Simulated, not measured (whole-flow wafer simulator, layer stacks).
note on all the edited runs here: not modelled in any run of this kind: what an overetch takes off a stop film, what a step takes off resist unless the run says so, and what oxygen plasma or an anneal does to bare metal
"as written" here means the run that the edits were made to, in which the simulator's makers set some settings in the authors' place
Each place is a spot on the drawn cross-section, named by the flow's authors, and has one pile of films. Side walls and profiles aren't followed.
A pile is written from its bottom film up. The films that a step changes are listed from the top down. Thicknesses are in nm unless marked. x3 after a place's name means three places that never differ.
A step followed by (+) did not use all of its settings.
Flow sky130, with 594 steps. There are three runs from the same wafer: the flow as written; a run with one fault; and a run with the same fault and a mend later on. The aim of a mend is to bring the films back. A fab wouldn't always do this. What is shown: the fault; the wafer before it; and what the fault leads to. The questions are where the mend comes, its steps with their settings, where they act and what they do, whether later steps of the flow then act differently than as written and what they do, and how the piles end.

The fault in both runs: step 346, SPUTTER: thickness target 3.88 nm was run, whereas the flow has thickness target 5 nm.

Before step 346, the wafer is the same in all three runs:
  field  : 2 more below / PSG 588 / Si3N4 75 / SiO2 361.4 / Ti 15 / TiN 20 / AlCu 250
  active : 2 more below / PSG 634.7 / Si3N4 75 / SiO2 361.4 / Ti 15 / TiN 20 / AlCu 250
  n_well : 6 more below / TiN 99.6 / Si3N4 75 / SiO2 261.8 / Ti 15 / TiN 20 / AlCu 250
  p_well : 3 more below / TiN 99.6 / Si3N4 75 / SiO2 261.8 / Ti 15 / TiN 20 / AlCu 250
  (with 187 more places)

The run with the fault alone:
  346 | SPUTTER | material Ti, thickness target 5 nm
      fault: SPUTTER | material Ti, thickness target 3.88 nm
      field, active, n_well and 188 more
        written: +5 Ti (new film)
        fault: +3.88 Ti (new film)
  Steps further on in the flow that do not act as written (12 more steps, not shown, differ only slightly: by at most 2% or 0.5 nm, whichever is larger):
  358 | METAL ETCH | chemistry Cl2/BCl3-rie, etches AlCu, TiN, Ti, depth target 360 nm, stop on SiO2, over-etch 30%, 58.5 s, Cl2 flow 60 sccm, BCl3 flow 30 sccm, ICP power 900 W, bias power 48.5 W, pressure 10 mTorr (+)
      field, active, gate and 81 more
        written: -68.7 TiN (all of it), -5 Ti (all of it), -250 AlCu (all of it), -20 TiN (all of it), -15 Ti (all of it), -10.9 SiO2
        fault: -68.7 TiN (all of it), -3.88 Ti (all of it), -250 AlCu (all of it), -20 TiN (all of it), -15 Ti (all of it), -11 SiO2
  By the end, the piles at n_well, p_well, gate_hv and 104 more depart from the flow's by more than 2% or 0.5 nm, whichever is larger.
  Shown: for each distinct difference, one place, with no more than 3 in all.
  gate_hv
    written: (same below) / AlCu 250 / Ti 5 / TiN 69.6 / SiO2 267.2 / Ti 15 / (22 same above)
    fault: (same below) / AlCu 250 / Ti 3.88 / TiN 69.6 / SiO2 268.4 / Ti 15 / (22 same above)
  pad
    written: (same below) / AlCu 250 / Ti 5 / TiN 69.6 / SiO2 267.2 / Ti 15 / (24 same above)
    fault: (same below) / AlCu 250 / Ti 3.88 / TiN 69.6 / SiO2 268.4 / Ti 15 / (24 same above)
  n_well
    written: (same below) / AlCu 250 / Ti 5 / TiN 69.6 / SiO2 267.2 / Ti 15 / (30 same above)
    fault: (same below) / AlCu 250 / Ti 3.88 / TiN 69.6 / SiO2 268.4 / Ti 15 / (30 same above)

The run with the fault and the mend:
  The mend follows step 346.
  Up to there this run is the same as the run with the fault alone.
  346a | SPUTTER | material Ti, thickness target 1.12 nm (the flow's step 346, run once more with other settings)
      field, active, n_well and 188 more
        +1.12 Ti
  Every later step of the flow that is run acts as written at every place that is followed.
  At every place that both follow, the piles at the end match the flow's.
